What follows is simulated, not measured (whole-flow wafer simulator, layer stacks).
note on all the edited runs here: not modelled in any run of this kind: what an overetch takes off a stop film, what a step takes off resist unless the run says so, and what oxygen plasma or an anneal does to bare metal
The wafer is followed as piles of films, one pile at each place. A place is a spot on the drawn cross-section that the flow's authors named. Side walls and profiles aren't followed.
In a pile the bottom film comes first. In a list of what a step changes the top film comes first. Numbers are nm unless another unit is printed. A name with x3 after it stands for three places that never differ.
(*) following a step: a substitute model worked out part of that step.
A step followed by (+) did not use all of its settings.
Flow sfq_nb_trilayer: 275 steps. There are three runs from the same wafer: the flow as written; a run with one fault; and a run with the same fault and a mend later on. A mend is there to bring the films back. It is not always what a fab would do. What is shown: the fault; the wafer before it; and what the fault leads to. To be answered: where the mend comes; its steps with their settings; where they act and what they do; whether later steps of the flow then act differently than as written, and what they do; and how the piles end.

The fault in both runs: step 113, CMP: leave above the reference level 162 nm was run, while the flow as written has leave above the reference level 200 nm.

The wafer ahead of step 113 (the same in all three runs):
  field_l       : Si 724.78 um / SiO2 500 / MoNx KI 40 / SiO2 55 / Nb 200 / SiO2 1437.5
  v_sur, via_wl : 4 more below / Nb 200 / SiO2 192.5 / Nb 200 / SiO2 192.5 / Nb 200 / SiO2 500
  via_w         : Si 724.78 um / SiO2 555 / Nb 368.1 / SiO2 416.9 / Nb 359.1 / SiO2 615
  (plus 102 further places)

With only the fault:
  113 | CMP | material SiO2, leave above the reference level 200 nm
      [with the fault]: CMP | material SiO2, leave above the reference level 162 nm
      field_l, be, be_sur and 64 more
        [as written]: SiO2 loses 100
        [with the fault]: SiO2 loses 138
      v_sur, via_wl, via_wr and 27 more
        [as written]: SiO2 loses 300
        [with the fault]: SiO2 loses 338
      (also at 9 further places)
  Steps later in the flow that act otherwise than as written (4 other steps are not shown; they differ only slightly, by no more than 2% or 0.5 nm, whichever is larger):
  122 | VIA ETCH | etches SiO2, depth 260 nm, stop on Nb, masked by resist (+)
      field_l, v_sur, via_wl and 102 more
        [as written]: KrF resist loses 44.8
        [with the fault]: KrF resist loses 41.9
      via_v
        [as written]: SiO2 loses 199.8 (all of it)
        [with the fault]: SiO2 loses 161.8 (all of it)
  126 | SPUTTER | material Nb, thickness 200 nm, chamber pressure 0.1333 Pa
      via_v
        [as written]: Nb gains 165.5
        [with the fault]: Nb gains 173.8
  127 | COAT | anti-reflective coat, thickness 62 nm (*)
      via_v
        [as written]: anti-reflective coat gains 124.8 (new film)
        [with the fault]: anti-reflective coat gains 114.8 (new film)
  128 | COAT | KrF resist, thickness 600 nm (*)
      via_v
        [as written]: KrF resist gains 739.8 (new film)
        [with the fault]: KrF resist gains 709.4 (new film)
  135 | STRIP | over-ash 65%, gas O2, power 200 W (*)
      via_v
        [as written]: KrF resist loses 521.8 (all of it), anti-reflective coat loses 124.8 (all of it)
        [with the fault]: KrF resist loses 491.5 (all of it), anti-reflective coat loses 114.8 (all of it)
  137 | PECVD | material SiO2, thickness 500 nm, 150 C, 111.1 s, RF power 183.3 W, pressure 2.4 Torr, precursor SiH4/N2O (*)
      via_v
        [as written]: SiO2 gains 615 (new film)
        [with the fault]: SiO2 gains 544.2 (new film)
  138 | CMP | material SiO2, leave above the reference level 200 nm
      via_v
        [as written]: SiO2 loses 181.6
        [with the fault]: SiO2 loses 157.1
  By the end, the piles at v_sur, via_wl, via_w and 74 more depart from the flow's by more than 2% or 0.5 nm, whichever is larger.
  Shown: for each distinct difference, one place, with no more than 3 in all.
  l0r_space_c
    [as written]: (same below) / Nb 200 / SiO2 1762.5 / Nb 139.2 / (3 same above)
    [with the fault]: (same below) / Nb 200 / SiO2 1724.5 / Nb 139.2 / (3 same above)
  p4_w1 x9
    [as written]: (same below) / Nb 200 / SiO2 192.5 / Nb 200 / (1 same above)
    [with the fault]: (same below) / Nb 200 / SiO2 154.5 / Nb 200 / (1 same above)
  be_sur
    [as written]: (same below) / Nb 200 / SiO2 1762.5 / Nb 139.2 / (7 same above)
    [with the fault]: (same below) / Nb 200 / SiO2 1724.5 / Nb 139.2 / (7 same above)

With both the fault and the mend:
  After step 120 comes the mend.
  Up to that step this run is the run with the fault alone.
  120a | STRIP | over-ash 65%, gas O2, power 200 W (*)
      field_l, v_sur, via_wl and 102 more
        KrF resist loses 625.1 (all of it), anti-reflective coat loses 62 (all of it)
      via_v
        anti-reflective coat loses 62 (all of it)
  120b | PECVD | material SiO2, thickness 38 nm, 150 C, 8.444 s, RF power 183.3 W, pressure 2.4 Torr, precursor SiH4/N2O (the flow's step 112, run once more with other settings)
      field_l, v_sur, via_wl and 103 more
        SiO2 gains 38
  120c | COAT | anti-reflective coat, thickness 62 nm (the flow's step 115, run once more)
      field_l, v_sur, via_wl and 103 more
        anti-reflective coat gains 62 (new film)
  120d | COAT | KrF resist, thickness 650 nm (the flow's step 116, run once more)
      field_l, v_sur, via_wl and 103 more
        KrF resist gains 650 (new film)
  120e | SOFTBAKE | KrF resist (the flow's step 117, run once more)
      leaves every film unchanged at each place that is followed
  120f | EXPOSE | photomask I3, dose 11.91 mJ/cm2, NA 0.6, wavelength 248 nm (*) (the flow's step 118, run once more)
      leaves every film unchanged at each place that is followed
  120g | PEB | KrF resist, 90 s (the flow's step 119, run once more)
      field_l, v_sur, via_wl and 103 more
        KrF resist loses 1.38
  120h | DEVELOP | KrF resist, thickness 650 nm, 60 s (the flow's step 120, run once more)
      field_l, v_sur, via_wl and 102 more
        KrF resist loses 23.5
      via_v
        KrF resist loses 648.6 (all of it)
  None of the later steps of the flow acts differently than as written at any place that is followed.
  The piles end the same as the flow's at every place that both follow.
